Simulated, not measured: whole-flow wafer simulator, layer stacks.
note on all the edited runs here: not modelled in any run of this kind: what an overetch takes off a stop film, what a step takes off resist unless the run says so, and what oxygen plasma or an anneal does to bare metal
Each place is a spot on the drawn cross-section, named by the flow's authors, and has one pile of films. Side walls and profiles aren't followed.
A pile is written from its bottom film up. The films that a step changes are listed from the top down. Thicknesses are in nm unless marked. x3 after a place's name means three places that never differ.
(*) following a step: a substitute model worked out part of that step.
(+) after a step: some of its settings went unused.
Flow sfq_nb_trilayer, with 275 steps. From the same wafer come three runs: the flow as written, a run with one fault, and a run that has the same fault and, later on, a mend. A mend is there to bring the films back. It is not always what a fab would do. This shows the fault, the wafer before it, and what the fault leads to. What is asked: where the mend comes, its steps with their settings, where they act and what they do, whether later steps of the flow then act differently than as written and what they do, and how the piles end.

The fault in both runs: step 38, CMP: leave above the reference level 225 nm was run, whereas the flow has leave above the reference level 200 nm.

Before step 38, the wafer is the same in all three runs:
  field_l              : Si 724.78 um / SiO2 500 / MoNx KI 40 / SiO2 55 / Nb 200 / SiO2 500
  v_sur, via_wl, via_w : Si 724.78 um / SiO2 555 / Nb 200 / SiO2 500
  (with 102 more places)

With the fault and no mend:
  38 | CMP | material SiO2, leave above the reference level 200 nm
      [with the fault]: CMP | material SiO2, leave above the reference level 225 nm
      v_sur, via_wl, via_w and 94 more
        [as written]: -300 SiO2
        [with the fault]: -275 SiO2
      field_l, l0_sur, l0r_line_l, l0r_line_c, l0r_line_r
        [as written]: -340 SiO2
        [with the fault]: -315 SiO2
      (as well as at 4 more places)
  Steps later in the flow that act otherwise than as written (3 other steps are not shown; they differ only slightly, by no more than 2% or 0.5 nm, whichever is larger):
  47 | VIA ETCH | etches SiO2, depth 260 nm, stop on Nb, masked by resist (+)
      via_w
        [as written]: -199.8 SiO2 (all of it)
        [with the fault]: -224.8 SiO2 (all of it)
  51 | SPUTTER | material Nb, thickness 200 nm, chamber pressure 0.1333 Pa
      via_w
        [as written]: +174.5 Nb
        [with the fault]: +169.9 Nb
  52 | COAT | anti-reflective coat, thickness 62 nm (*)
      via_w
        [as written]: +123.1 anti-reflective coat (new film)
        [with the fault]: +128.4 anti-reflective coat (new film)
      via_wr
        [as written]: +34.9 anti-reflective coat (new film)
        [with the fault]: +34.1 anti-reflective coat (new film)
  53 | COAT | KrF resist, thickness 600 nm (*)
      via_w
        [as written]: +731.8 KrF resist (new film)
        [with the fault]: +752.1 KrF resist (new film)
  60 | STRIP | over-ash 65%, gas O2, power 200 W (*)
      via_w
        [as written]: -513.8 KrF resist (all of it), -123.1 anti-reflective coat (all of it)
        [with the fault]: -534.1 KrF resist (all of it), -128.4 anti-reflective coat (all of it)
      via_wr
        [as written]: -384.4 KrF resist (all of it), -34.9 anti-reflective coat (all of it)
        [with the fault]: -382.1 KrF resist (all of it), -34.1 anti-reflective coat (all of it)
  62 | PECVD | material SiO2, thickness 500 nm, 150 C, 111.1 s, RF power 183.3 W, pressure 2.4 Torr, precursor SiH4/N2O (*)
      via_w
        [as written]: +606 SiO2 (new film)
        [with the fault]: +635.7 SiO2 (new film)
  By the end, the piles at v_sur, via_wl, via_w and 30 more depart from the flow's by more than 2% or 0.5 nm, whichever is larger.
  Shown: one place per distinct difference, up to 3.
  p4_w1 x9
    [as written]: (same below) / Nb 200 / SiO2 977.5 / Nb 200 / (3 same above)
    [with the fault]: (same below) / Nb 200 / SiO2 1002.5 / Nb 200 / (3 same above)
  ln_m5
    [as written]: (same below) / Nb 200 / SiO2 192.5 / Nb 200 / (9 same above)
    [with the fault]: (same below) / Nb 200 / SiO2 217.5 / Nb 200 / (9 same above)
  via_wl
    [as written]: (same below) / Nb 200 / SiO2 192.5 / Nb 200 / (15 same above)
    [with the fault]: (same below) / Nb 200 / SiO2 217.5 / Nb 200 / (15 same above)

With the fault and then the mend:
  The mend stands after step 39.
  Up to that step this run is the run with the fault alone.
  39a | CMP | material SiO2, leave above the reference level 200 nm (the flow's step 38 again)
      field_l, v_sur, via_wl and 103 more
        -25 SiO2
  None of the later steps of the flow acts differently than as written at any place that is followed.
  The piles end the same as the flow's at every place that both follow.
